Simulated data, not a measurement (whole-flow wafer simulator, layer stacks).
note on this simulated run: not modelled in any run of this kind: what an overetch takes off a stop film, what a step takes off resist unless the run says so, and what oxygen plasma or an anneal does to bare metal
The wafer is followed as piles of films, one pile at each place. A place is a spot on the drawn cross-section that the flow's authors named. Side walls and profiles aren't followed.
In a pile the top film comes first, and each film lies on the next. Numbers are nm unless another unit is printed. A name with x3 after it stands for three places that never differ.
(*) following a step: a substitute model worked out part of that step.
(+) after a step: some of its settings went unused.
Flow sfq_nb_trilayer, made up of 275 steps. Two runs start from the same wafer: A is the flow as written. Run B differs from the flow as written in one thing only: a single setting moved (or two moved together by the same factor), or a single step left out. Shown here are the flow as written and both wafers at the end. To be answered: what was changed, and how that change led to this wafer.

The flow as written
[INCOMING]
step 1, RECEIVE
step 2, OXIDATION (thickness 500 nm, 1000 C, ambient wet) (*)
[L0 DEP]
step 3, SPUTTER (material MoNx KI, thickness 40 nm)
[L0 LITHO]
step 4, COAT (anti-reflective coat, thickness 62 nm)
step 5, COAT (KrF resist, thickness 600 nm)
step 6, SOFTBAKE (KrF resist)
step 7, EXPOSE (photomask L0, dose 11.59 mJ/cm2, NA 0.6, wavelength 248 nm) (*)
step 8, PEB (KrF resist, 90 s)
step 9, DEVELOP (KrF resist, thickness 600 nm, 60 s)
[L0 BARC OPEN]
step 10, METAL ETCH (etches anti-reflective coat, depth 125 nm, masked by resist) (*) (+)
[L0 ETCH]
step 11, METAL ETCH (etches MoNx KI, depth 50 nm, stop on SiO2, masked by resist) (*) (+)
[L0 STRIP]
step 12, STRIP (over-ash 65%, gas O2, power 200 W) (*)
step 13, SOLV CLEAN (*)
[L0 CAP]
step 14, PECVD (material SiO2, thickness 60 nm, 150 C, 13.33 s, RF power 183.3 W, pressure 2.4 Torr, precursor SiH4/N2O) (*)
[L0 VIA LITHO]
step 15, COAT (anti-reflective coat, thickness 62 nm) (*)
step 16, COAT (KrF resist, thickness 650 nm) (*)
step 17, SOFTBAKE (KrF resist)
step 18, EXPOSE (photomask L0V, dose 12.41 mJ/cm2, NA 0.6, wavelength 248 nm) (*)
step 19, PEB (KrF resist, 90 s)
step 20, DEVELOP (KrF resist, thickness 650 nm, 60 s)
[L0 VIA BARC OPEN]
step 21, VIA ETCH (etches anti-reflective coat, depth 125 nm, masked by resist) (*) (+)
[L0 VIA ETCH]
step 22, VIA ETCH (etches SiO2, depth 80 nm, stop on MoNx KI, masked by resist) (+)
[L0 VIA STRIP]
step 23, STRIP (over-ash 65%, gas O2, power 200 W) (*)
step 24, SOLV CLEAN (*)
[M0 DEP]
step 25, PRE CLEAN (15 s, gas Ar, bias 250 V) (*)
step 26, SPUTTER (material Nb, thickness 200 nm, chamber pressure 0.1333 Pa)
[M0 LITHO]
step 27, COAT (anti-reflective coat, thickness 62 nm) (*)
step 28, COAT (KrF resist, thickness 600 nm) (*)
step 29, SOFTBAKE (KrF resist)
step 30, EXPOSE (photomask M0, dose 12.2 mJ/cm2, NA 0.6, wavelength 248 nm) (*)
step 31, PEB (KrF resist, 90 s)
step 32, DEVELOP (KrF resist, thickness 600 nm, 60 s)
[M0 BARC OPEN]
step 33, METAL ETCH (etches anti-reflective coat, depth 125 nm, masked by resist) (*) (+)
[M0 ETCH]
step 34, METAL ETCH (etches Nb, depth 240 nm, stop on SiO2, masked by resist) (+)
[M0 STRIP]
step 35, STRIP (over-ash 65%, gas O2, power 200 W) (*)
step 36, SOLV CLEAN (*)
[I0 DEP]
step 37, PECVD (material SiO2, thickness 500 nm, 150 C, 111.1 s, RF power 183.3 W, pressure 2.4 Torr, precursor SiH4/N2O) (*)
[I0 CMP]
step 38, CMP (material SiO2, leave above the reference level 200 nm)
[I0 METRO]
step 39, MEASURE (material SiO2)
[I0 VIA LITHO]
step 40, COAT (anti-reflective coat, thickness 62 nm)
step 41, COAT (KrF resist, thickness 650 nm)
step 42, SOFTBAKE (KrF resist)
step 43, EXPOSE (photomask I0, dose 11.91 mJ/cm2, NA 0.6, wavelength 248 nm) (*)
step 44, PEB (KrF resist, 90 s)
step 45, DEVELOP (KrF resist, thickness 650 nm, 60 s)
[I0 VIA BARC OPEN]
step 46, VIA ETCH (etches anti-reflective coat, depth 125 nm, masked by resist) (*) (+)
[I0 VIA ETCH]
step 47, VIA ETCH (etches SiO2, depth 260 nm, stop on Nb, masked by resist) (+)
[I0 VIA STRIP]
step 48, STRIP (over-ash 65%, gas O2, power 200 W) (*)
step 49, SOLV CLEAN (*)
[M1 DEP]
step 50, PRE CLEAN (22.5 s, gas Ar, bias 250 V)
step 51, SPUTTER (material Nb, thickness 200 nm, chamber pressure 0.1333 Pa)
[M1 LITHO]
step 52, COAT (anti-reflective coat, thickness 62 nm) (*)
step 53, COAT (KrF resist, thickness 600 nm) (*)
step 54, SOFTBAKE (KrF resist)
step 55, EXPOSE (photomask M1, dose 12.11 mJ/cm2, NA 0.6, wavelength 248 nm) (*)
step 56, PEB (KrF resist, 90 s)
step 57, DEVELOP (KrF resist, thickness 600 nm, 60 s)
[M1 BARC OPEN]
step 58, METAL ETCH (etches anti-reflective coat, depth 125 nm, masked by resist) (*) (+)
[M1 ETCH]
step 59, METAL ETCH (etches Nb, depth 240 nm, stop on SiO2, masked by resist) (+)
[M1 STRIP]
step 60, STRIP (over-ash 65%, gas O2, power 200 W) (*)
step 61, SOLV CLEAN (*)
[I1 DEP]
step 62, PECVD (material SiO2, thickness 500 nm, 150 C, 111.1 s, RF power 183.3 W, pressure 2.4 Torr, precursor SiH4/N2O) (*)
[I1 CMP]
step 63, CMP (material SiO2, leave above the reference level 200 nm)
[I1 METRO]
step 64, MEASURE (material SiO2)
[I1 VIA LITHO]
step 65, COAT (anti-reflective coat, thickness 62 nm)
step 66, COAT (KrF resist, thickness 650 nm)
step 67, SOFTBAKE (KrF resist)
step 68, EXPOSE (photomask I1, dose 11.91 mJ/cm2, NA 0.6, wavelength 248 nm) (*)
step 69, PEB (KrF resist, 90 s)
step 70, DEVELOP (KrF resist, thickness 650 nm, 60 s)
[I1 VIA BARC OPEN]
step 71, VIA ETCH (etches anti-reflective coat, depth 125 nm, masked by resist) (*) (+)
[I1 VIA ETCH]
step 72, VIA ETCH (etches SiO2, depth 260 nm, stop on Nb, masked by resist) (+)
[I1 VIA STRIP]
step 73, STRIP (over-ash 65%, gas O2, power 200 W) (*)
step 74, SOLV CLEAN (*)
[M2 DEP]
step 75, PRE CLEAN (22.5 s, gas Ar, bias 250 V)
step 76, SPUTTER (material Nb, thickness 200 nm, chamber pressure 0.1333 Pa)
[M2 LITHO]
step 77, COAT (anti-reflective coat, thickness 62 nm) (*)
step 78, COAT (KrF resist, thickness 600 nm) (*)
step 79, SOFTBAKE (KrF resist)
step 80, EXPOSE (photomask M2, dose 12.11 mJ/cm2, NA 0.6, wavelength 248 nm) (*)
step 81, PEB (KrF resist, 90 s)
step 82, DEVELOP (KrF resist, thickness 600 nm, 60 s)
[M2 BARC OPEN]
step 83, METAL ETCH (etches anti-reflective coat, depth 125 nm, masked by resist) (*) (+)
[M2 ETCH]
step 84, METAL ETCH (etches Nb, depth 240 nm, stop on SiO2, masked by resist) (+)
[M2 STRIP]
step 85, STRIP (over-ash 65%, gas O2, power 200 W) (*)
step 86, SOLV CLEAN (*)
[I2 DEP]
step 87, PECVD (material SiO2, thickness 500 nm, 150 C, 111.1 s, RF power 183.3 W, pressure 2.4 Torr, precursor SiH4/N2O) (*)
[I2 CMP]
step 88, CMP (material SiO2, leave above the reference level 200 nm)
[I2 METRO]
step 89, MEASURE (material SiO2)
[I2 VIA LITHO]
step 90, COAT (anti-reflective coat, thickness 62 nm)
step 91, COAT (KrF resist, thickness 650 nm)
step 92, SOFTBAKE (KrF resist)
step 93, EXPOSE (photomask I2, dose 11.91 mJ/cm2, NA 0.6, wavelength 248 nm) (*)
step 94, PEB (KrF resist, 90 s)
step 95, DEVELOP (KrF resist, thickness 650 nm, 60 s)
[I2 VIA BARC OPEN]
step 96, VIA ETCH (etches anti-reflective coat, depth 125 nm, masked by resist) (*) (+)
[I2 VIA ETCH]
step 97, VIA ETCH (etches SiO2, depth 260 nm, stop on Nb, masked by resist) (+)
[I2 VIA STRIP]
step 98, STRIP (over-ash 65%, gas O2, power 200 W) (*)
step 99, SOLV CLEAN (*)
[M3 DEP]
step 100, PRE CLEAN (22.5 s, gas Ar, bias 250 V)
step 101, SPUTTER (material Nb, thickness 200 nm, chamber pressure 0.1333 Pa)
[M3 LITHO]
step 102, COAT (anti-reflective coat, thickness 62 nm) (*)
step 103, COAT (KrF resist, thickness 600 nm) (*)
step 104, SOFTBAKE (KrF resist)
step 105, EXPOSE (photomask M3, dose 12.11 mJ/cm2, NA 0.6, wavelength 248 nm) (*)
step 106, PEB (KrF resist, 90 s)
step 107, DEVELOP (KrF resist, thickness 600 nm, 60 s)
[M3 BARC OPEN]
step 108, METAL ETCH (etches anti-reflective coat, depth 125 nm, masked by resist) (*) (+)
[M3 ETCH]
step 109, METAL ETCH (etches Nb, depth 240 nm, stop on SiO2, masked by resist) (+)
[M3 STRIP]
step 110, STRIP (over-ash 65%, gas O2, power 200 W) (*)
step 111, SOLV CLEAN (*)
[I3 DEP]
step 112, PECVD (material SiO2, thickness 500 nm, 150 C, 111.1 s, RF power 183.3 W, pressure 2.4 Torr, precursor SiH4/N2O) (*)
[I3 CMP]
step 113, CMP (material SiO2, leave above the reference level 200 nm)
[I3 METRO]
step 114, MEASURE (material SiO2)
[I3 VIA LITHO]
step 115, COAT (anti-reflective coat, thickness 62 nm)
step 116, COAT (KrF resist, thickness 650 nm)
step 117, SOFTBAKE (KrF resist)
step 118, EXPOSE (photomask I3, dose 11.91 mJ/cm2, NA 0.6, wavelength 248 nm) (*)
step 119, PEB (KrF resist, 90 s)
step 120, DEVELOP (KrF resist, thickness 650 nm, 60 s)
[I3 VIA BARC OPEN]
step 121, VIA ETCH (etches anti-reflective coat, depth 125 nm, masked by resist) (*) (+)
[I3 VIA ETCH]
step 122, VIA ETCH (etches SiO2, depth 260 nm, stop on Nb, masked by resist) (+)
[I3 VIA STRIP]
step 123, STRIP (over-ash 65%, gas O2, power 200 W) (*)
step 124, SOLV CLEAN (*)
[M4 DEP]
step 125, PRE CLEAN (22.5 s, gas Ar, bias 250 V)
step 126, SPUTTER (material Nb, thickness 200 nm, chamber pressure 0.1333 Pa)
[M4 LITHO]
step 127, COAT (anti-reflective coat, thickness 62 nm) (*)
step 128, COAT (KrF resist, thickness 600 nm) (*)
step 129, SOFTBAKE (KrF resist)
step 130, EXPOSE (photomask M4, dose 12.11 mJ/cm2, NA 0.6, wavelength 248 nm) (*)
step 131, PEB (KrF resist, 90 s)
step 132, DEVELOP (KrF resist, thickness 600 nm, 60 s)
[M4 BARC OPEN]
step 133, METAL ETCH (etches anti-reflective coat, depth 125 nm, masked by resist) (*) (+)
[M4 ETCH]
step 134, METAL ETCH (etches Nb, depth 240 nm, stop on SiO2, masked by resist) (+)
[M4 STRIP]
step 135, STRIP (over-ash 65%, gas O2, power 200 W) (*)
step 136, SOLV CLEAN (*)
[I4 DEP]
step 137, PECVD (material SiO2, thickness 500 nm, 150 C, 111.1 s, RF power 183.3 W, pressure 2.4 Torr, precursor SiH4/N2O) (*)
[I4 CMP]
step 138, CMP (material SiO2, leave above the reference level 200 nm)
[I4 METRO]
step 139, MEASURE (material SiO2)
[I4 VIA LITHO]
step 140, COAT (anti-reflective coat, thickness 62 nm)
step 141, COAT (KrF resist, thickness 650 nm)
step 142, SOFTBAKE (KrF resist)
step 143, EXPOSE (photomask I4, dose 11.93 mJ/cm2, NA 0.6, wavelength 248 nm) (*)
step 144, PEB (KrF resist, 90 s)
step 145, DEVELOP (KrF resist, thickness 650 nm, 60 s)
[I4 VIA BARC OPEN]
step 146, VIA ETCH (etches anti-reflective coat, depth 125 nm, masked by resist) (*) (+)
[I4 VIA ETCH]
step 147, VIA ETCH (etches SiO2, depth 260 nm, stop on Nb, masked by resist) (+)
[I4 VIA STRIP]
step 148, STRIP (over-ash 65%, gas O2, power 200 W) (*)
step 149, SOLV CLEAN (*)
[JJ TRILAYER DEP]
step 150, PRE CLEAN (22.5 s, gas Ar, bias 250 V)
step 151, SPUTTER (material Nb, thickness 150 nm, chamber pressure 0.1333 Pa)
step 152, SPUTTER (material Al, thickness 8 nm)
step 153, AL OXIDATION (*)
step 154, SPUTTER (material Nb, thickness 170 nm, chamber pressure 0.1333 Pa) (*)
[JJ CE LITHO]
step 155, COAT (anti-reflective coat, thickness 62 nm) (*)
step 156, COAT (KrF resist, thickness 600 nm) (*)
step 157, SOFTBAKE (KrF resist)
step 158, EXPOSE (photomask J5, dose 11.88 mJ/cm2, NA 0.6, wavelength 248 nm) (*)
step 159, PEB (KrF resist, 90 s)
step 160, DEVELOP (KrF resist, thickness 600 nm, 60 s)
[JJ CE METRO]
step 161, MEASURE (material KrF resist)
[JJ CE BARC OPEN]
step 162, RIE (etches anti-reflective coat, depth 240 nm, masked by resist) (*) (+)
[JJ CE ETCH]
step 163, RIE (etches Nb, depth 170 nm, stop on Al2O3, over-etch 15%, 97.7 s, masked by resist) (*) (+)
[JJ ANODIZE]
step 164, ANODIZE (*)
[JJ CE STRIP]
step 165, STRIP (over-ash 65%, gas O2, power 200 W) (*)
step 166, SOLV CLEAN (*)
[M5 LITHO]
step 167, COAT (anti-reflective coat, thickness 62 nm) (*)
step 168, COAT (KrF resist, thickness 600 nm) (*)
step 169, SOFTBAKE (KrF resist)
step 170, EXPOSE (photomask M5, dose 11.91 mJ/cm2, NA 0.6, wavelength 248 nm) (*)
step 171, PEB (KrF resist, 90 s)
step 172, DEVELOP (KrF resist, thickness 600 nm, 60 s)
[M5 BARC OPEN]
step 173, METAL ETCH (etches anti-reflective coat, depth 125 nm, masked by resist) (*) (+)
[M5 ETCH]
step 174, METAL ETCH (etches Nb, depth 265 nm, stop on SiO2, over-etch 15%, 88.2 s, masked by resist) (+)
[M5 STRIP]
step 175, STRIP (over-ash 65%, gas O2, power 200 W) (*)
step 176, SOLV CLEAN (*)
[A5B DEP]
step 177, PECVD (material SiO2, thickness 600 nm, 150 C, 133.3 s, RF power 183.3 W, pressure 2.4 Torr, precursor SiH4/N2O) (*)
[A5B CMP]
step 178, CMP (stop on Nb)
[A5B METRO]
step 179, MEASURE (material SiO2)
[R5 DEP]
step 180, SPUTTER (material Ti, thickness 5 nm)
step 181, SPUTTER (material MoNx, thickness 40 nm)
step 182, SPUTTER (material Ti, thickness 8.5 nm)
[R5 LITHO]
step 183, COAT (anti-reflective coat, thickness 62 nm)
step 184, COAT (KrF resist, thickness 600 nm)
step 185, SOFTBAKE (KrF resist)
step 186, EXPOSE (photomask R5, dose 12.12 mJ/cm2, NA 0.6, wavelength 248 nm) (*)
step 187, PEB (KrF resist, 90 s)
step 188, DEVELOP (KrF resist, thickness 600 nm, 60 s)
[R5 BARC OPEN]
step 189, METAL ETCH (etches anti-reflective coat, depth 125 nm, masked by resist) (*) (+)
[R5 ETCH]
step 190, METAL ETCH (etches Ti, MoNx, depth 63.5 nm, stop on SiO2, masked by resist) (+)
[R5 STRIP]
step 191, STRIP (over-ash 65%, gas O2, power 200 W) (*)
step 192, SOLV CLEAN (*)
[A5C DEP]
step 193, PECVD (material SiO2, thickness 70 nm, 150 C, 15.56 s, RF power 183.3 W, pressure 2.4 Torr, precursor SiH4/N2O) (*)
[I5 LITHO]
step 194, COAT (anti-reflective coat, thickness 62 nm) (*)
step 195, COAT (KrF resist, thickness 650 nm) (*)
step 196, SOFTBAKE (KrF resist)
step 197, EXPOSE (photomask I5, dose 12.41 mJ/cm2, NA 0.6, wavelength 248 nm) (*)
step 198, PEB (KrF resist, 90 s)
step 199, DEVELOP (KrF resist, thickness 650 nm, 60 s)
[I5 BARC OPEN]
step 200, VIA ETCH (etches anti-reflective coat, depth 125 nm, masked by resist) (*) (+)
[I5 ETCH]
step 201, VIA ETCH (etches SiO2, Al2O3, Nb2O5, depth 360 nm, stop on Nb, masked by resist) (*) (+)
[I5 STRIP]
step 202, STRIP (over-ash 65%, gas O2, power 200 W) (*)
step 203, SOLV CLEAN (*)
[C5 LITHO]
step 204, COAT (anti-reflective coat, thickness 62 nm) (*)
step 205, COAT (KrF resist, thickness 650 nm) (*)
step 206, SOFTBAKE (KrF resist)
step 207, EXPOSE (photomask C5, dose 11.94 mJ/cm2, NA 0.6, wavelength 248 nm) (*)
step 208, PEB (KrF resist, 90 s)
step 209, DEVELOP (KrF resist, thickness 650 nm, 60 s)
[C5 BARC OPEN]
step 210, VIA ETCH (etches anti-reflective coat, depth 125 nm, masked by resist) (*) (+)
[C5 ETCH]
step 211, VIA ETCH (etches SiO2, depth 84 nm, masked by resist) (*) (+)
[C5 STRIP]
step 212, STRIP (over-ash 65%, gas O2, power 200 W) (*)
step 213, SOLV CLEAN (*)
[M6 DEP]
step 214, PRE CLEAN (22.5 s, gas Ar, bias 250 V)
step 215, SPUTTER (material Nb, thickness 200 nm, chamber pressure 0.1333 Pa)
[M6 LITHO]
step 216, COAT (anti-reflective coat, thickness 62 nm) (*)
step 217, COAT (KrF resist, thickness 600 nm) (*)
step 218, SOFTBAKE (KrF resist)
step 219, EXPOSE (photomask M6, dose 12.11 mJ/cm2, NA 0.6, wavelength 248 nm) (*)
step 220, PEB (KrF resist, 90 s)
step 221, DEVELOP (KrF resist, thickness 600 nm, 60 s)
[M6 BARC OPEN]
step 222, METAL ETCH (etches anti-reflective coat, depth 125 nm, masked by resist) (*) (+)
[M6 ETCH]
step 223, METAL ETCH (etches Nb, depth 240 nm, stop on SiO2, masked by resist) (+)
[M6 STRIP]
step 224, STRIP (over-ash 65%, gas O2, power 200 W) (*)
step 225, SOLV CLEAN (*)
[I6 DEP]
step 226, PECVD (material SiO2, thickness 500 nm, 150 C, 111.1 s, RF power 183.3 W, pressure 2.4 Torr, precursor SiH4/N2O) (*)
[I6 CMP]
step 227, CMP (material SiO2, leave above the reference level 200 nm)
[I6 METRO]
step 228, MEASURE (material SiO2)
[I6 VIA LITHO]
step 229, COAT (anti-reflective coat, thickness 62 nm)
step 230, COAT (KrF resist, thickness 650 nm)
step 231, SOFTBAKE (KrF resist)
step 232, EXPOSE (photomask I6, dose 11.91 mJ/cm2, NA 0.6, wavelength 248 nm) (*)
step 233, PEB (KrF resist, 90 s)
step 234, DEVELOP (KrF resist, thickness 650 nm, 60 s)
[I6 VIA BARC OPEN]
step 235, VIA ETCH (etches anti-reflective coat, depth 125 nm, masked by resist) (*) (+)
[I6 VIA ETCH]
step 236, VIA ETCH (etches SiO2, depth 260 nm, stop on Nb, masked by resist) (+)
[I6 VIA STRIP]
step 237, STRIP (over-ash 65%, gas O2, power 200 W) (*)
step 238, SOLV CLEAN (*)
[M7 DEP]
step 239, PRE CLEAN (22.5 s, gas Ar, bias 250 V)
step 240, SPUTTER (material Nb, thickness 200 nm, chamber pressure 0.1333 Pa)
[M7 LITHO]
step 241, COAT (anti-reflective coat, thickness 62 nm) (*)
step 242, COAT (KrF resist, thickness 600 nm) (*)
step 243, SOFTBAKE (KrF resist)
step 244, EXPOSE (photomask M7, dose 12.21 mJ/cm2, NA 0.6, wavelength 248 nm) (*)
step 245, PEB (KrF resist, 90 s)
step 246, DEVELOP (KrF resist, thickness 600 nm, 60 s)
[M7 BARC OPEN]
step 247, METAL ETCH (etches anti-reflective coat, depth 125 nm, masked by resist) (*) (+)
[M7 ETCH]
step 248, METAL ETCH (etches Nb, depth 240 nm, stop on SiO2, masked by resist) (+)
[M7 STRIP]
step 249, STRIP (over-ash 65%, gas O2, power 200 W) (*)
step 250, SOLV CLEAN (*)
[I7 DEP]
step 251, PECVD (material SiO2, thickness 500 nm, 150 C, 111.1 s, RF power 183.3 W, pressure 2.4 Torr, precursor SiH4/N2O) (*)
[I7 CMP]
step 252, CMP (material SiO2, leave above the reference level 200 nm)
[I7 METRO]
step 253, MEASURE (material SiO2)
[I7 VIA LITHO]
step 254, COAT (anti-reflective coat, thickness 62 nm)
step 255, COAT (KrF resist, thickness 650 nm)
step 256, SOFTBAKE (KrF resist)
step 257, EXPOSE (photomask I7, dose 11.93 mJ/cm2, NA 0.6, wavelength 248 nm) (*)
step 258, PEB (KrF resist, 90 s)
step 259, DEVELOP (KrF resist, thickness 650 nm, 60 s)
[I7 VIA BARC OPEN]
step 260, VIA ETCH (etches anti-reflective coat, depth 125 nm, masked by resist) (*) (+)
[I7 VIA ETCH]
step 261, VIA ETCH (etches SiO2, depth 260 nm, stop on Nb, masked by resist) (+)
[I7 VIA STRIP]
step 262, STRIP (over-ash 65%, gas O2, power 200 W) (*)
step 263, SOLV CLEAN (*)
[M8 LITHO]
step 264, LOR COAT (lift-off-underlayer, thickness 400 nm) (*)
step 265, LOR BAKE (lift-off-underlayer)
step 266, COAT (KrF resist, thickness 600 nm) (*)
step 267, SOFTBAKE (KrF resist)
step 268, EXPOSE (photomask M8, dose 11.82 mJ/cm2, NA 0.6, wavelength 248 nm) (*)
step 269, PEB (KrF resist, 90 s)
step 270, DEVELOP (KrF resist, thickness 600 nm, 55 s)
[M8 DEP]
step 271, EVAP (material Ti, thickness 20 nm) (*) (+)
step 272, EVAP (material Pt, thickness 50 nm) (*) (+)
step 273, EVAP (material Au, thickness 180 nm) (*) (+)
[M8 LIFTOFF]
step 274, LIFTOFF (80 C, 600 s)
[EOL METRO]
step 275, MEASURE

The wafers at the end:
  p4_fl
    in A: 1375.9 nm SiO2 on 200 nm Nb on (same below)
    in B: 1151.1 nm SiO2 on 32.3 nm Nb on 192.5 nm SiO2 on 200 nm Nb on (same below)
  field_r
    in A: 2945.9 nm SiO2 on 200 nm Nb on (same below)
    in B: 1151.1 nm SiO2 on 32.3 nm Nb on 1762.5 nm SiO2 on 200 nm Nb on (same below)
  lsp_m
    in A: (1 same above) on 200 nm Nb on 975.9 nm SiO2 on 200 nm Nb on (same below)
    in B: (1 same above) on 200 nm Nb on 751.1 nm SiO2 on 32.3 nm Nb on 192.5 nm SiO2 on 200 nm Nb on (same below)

Cause: step 174, METAL ETCH: depth 130 nm was run, while the flow as written has depth 265 nm; step 174, METAL ETCH: 43.2 s was run, where the flow has 88.2 s.

Step by step, how the change led to this:
  step 174, METAL ETCH (etches Nb, depth 265 nm, stop on SiO2, over-etch 15%, 88.2 s, masked by resist) (+)
      field_l, r_sur, res and 50 more: A Al2O3 loses 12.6 (all of it), Nb2O5 loses 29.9 (all of it), Nb loses 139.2 (all of it), SiO2 loses 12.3 | B Al2O3 loses 12.6 (all of it), Nb2O5 loses 29.9 (all of it), Nb loses 106.9
      v_sur, via_wl, via_w and 48 more: A KrF resist loses 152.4 | B KrF resist loses 74.8
      (and at 2 other places as well)
  step 175, STRIP (over-ash 65%, gas O2, power 200 W) (*)
      l0r_line_l, l0r_line_c, l0r_space_c and 27 more: A KrF resist loses 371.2 (all of it), anti-reflective coat loses 62 (all of it) | B KrF resist loses 448.8 (all of it), anti-reflective coat loses 62 (all of it)
      v_sur: A KrF resist loses 349.2 (all of it), anti-reflective coat loses 44.9 (all of it) | B KrF resist loses 426.8 (all of it), anti-reflective coat loses 44.9 (all of it)
      (and at 22 other places as well)
  step 177, PECVD (material SiO2, thickness 600 nm, 150 C, 133.3 s, RF power 183.3 W, pressure 2.4 Torr, precursor SiH4/N2O) (*)
      field_l, p4_fl, p4_fm and 39 more: A SiO2 gains 600 | B SiO2 gains 600 (new film)
      r_sur, res, r_end, moat, field_r, lsp_l: A SiO2 gains 592.9 | B SiO2 gains 600 (new film)
      (and at 5 other places as well)
  step 178, CMP (stop on Nb)
      field_l, p4_fl, p4_fm and 39 more: A SiO2 loses 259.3 | B SiO2 loses 303.9
      r_sur, res, r_end, moat, field_r, lsp_l: A SiO2 loses 252.3 | B SiO2 loses 303.9
      (and at 5 other places as well)
With metal films that touch counted as one body, p4_fl has 3 bodies (between them, from the top down: SiO2 192.5; SiO2 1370); the flow as written gives 2 bodies (between them, from the top down: SiO2 1370).
With metal films that touch counted as one body, field_r has 2 bodies (between them, from the top down: SiO2 1762.5); the flow as written gives 1 body.
With metal films that touch counted as one body, lsp_m has 4 bodies (between them, from the top down: SiO2 751.1; SiO2 192.5; SiO2 1370); the flow as written gives 3 bodies (between them, from the top down: SiO2 975.9; SiO2 1370).
